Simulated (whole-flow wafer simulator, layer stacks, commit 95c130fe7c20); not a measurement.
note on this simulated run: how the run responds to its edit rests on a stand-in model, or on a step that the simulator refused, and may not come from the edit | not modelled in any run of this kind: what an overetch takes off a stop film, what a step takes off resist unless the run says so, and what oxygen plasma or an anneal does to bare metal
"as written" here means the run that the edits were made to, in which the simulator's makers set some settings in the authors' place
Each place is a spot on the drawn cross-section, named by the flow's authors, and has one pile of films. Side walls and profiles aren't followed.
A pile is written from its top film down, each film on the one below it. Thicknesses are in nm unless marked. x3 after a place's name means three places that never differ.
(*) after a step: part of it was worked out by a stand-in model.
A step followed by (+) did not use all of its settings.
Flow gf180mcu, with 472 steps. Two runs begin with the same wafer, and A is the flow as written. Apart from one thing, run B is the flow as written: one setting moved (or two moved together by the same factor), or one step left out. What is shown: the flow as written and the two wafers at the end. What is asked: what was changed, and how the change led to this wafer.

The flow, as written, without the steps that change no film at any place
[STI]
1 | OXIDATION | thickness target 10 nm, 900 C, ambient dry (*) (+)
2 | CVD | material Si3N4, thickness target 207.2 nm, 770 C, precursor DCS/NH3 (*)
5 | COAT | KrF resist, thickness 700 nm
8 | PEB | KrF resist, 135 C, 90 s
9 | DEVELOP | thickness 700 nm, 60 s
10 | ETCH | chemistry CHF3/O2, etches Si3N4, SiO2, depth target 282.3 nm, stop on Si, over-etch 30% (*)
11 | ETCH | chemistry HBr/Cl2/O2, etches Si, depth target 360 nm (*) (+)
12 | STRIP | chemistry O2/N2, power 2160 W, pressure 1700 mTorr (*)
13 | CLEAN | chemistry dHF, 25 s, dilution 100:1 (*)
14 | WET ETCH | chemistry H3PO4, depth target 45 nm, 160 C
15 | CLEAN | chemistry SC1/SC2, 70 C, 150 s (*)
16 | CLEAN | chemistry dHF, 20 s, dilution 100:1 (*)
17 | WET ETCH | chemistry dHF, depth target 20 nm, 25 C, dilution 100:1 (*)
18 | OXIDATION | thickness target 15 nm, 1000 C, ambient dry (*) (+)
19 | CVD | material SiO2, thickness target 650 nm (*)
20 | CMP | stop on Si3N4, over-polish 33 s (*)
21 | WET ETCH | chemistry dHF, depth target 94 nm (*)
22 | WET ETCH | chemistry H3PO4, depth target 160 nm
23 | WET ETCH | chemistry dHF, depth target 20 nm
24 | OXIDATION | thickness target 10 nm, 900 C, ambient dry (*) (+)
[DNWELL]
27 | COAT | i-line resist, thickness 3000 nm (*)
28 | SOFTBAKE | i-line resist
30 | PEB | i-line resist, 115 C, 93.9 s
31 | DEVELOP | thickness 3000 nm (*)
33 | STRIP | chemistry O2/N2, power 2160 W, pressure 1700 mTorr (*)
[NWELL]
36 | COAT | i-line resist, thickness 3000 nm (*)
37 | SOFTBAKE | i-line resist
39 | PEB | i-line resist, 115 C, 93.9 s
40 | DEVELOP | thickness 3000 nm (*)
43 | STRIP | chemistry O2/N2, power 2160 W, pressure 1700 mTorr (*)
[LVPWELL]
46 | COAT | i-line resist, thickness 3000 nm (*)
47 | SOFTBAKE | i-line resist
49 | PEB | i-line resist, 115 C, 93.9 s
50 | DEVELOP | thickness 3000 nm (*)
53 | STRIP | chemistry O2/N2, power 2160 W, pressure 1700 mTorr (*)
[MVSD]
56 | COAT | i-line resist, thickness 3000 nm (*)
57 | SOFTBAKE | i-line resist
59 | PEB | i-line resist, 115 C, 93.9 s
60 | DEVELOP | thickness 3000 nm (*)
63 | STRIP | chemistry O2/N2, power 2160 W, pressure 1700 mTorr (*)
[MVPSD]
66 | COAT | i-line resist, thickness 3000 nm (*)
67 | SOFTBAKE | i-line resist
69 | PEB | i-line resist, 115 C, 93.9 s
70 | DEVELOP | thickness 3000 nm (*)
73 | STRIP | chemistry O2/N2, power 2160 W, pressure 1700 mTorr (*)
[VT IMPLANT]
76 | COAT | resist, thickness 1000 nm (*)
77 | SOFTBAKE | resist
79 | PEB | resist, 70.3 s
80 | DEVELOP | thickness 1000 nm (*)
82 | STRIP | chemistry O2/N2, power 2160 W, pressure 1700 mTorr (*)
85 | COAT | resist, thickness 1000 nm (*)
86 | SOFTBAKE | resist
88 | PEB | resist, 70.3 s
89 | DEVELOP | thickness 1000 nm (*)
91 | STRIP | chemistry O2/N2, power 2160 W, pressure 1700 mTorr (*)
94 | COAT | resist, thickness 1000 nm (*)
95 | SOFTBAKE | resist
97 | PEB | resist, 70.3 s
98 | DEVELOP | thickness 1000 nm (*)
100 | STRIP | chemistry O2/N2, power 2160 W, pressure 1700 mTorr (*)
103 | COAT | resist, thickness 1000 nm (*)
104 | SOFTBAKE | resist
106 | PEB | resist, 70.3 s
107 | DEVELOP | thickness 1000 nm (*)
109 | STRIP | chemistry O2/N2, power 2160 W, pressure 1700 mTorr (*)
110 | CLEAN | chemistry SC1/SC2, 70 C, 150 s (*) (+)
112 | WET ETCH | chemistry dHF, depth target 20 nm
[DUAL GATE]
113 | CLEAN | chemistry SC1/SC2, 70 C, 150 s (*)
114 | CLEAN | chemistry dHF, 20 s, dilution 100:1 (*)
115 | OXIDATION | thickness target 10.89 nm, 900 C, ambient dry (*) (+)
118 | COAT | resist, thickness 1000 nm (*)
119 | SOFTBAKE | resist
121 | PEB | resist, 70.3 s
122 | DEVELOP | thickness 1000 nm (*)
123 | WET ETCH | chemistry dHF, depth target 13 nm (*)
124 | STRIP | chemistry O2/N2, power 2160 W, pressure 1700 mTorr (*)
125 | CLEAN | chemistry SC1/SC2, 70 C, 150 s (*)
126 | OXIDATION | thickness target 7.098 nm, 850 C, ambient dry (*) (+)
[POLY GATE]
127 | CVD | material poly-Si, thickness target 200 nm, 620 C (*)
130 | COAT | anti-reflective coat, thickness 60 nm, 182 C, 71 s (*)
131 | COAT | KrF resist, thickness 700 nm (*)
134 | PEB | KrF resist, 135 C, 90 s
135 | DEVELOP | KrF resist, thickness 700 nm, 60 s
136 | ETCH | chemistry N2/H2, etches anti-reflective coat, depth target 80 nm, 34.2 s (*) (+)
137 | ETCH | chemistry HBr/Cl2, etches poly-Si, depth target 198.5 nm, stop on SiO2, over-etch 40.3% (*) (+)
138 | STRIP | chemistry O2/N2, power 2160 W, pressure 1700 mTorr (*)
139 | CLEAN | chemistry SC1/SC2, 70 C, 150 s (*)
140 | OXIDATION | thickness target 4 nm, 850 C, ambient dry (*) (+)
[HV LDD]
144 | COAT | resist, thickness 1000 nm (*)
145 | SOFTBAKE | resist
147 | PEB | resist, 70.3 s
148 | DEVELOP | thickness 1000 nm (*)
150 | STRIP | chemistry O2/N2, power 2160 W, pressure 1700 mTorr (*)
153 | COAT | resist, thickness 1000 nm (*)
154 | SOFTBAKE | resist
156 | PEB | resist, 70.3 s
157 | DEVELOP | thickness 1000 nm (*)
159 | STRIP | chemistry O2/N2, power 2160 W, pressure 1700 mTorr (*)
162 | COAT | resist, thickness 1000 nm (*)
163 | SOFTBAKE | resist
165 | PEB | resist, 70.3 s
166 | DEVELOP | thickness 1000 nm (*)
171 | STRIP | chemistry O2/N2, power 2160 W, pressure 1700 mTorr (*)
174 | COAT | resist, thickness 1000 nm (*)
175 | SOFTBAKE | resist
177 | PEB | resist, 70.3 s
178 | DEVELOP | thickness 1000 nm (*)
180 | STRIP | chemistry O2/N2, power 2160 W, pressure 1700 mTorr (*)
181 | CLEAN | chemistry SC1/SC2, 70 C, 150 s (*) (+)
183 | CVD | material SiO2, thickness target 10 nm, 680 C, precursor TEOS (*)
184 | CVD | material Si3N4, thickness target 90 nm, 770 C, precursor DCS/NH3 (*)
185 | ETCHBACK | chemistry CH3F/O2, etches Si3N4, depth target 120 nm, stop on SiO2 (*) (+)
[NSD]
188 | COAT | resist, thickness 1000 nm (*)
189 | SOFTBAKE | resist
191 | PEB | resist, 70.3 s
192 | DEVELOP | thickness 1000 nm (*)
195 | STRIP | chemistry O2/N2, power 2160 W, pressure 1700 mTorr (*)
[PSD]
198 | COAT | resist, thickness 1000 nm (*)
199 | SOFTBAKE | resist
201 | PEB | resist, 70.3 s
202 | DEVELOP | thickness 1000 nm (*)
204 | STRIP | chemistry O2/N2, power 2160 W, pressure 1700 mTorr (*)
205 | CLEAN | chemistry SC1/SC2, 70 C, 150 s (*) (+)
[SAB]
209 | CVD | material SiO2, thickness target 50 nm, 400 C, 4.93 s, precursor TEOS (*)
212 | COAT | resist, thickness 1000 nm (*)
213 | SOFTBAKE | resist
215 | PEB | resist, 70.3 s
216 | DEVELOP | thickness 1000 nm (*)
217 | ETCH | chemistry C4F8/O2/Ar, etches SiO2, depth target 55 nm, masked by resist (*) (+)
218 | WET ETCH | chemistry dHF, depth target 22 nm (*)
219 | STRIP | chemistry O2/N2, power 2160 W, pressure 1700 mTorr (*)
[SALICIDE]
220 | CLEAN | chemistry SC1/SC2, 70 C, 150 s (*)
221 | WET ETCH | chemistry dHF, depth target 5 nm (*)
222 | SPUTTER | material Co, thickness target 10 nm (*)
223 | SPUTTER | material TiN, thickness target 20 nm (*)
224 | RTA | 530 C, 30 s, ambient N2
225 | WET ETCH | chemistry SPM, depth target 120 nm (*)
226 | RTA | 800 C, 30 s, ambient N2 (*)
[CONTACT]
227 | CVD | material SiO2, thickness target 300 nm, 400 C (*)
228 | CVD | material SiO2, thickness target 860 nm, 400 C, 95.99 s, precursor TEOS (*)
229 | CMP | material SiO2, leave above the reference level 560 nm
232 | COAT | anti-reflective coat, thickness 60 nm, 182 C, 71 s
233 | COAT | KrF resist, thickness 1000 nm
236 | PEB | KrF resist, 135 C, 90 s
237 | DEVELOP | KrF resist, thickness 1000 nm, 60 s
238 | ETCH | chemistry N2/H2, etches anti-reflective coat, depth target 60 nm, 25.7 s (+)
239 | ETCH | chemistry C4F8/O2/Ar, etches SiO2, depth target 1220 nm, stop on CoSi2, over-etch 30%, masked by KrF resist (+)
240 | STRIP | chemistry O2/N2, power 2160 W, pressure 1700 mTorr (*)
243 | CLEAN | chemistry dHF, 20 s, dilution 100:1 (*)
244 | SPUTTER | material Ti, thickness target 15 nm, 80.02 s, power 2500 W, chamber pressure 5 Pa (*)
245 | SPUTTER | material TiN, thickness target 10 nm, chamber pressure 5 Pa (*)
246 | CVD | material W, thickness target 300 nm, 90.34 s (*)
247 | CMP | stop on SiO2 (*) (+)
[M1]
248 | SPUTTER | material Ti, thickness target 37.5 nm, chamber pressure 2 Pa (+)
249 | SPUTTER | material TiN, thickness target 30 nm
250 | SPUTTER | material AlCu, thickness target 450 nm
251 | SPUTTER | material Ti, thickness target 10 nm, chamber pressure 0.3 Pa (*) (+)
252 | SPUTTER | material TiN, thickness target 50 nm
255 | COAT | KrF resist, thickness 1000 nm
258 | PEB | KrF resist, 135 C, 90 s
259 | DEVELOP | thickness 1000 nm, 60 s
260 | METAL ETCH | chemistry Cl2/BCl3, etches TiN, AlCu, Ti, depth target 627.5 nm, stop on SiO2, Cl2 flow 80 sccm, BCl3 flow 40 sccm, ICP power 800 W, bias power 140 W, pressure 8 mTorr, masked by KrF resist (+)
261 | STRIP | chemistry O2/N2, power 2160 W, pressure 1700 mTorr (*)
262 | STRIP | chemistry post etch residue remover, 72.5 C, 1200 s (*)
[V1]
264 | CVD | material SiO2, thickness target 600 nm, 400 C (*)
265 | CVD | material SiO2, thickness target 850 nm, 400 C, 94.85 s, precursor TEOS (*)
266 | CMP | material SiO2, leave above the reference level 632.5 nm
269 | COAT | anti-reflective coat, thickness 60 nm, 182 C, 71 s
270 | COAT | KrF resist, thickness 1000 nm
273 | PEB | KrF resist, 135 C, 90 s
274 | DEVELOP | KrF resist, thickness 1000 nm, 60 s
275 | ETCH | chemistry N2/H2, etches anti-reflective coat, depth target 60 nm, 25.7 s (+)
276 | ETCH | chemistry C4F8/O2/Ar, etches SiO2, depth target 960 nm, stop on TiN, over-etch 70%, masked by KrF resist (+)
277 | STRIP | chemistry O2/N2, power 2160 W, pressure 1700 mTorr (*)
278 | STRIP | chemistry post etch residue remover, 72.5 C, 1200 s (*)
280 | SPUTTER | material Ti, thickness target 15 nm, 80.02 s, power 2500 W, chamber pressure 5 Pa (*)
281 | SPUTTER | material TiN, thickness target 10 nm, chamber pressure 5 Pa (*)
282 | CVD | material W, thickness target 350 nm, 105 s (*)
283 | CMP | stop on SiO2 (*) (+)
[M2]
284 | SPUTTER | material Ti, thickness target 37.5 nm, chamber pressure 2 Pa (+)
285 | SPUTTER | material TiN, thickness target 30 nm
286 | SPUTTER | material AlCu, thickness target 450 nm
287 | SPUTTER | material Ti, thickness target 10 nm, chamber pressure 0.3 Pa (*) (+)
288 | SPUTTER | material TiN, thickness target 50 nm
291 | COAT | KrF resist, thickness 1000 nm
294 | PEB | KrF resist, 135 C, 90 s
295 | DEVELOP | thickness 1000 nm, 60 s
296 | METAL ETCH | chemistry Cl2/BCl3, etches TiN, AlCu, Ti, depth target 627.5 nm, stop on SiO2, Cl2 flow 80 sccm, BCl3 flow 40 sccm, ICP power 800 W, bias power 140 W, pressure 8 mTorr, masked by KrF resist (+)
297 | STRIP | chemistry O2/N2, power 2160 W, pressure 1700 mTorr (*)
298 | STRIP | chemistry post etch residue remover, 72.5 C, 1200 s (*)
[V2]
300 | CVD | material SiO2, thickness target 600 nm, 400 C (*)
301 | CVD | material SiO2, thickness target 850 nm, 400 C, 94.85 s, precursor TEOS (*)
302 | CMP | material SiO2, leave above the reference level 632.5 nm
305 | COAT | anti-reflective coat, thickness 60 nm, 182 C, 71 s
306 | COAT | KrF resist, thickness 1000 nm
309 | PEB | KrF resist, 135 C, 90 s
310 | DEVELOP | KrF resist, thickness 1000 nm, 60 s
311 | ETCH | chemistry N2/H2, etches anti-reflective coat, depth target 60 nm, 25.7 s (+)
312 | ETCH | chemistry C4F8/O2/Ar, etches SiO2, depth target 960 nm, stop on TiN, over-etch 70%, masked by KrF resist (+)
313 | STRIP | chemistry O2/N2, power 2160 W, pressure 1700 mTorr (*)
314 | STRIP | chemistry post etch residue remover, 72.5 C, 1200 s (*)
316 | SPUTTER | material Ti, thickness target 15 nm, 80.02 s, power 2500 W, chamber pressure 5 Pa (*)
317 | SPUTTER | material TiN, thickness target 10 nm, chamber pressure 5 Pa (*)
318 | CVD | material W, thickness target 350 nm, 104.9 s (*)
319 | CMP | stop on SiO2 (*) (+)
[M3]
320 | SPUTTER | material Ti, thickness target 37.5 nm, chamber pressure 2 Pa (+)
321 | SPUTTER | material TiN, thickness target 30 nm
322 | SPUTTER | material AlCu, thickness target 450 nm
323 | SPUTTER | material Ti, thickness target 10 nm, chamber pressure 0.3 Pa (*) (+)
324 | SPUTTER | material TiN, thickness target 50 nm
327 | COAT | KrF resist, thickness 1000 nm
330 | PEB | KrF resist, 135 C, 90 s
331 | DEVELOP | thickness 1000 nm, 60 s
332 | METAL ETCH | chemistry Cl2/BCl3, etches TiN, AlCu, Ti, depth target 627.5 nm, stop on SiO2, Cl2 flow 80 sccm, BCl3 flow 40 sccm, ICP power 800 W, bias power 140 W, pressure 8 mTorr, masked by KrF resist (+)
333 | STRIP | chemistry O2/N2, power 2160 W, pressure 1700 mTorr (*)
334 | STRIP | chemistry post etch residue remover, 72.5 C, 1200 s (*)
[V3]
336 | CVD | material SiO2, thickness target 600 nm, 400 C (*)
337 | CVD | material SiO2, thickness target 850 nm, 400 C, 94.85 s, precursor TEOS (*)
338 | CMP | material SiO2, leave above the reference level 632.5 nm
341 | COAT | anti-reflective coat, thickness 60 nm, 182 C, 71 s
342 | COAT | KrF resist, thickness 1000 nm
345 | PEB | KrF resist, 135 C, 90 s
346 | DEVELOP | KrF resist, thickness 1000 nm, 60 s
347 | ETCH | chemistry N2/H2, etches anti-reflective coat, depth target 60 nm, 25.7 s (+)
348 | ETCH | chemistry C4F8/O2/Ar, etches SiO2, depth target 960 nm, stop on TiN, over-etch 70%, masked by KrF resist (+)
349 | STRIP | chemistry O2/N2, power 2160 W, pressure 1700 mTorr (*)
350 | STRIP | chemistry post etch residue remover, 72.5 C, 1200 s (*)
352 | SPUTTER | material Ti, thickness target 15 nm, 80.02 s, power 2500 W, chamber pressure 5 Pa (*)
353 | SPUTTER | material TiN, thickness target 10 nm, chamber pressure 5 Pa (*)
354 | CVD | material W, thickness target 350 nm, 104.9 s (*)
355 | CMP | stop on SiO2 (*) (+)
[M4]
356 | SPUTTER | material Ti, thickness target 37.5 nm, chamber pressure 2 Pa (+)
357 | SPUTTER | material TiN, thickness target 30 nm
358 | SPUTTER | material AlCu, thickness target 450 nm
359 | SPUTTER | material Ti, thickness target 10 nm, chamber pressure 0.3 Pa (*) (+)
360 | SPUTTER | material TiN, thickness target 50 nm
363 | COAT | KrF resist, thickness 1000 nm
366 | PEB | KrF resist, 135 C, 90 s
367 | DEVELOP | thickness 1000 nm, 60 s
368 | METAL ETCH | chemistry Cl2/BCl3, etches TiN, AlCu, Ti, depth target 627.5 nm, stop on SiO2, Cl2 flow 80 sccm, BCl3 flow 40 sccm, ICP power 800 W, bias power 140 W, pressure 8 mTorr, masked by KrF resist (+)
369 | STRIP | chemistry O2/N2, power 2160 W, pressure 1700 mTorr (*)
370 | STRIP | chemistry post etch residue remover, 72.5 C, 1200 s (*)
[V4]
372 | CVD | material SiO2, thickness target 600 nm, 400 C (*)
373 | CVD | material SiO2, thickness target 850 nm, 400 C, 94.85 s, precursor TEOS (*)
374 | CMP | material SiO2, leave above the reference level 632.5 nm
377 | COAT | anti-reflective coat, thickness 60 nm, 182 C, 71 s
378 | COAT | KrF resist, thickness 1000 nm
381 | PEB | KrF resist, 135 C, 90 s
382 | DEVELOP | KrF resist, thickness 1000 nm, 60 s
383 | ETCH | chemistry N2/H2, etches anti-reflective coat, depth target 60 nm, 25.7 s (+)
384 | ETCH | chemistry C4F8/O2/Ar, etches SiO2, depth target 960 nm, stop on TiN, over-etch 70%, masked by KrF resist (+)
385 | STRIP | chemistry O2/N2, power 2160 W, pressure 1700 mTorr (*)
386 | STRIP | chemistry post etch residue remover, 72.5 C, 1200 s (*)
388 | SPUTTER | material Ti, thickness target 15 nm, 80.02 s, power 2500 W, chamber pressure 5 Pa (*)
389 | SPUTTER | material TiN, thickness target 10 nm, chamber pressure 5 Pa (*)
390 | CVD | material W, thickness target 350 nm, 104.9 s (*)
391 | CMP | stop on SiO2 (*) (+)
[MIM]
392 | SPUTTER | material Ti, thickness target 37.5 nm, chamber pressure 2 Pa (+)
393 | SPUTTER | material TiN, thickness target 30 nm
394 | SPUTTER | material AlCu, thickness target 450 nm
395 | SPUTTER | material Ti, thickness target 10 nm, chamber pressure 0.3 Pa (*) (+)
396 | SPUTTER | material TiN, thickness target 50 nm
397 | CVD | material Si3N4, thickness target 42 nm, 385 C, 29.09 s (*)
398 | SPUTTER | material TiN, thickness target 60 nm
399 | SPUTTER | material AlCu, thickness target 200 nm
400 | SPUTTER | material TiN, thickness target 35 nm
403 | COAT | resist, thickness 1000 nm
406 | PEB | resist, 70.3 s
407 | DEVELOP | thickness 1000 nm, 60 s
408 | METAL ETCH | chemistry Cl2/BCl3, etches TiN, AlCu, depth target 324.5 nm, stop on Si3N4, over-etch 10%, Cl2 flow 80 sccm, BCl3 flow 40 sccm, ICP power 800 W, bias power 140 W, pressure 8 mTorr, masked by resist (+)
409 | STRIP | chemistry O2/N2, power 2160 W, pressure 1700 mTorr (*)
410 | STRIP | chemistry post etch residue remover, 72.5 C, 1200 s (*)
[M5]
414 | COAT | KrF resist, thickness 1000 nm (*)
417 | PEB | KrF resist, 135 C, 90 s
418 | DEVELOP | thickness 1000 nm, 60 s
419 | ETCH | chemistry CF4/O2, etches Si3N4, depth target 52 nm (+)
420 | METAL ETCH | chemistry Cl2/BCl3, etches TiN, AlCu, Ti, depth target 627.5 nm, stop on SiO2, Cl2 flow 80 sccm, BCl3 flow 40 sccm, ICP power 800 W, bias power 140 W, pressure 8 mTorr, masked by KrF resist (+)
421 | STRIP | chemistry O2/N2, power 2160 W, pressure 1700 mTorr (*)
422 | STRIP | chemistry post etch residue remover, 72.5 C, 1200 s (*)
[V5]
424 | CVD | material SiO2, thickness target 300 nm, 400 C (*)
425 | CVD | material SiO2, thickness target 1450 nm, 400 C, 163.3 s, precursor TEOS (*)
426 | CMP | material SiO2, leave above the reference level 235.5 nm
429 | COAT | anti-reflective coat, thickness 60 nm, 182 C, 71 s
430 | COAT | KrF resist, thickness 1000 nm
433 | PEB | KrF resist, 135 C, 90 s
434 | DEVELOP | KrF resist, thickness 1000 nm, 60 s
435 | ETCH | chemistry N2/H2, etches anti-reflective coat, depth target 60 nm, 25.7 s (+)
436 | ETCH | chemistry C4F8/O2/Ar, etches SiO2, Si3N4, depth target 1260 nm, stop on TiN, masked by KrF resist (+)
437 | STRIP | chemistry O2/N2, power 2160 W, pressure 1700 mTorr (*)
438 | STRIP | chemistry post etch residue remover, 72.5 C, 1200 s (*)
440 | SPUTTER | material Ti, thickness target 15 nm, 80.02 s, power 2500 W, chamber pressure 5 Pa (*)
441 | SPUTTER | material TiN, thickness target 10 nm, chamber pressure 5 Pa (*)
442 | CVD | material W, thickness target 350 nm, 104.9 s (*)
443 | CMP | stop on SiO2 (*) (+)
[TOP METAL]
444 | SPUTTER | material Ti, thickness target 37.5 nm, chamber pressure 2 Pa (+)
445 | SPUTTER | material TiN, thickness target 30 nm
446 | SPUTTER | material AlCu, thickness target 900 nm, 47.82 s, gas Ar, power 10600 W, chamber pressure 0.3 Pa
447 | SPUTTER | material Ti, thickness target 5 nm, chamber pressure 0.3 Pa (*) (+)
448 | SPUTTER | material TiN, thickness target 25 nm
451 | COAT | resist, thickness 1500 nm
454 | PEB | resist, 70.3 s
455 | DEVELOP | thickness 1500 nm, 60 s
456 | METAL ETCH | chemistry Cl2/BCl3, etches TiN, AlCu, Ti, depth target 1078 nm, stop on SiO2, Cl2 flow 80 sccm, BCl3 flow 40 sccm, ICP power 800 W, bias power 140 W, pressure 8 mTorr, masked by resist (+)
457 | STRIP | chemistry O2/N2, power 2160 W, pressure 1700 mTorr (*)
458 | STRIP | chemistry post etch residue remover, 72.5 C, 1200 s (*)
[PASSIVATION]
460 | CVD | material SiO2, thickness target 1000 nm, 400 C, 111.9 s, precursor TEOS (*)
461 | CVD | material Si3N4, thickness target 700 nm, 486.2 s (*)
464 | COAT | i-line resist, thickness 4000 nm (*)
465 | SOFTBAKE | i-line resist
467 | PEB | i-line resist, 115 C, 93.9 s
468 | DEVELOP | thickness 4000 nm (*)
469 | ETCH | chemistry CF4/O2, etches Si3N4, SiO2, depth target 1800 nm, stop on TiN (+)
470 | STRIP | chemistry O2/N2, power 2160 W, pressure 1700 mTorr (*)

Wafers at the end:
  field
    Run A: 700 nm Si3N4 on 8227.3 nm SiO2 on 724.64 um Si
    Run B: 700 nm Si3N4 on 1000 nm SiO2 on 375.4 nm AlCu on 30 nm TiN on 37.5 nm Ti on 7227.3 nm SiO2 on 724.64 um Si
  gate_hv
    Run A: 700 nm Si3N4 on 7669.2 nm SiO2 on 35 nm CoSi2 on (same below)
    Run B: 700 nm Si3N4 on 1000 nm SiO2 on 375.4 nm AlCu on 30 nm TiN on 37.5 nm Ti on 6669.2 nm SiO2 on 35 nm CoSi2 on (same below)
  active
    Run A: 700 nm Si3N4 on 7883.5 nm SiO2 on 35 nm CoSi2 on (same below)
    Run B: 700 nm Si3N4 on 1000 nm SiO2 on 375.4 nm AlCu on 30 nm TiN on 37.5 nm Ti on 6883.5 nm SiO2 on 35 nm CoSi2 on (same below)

Cause: step 446, SPUTTER: 75.32 s was run, while the flow as written has 47.82 s.

Step by step, how the change led to this:
  446 | SPUTTER | material AlCu, thickness target 900 nm, 47.82 s, gas Ar, power 10600 W, chamber pressure 0.3 Pa
      field, field__w1, field__w2 and 109 more: A AlCu gains 900 (new film) | B AlCu gains 1428.6 (new film)
  456 | METAL ETCH | chemistry Cl2/BCl3, etches TiN, AlCu, Ti, depth target 1078 nm, stop on SiO2, Cl2 flow 80 sccm, BCl3 flow 40 sccm, ICP power 800 W, bias power 140 W, pressure 8 mTorr, masked by resist (+)
      field, field__w1, field__w2 and 103 more: A TiN loses 25 (all of it), Ti loses 5 (all of it), AlCu loses 900 (all of it), TiN loses 30 (all of it), Ti loses 37.5 (all of it) | B TiN loses 25 (all of it), Ti loses 5 (all of it), AlCu loses 1047.5
  458 | STRIP | chemistry post etch residue remover, 72.5 C, 1200 s (*)
      field, field__w1, field__w2 and 103 more: A nothing | B AlCu loses 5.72
  460 | CVD | material SiO2, thickness target 1000 nm, 400 C, 111.9 s, precursor TEOS (*)
      field, field__w1, field__w2 and 103 more: A SiO2 gains 1000 | B SiO2 gains 1000 (new film)
  464 | COAT | i-line resist, thickness 4000 nm (*)
      field__w8: A i-line resist gains 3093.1 (new film) | B i-line resist gains 3018.1 (new film)
      contact: A i-line resist gains 3153.6 (new film) | B i-line resist gains 3059.2 (new film)
      (as well as at 4 more places)
  465 | SOFTBAKE | i-line resist
      ld_acc_p, ld_fp_p, ld_drift_p: A i-line resist gains 33.8 | B i-line resist gains 30.6
      field__w1: A i-line resist loses 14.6 | B i-line resist loses 16
      (as well as at 56 more places)
  467 | PEB | i-line resist, 115 C, 93.9 s
      field__w8, m1__w1: A i-line resist loses 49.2 | B i-line resist loses 47.6
      contact, m1: A i-line resist loses 49.6 | B i-line resist loses 47.9
      (as well as at 2 more places)
  468 | DEVELOP | thickness 4000 nm (*)
      pad: A i-line resist loses 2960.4 (all of it) | B i-line resist loses 2875.7 (all of it)
  470 | STRIP | chemistry O2/N2, power 2160 W, pressure 1700 mTorr (*)
      field__w8: A i-line resist loses 1775.9 (all of it) | B i-line resist loses 1694 (all of it)
      contact: A i-line resist loses 1798.3 (all of it) | B i-line resist loses 1709.2 (all of it)
      (as well as at 3 more places)
With metal films that touch counted as one body, field has 1 body; the flow as written gives 0 bodies.
With metal films that touch counted as one body, gate_hv has 2 bodies (between them, from the top down: SiO2 6669.2); the flow as written gives 1 body.
With metal films that touch counted as one body, active has 2 bodies (between them, from the top down: SiO2 6883.5); the flow as written gives 1 body.
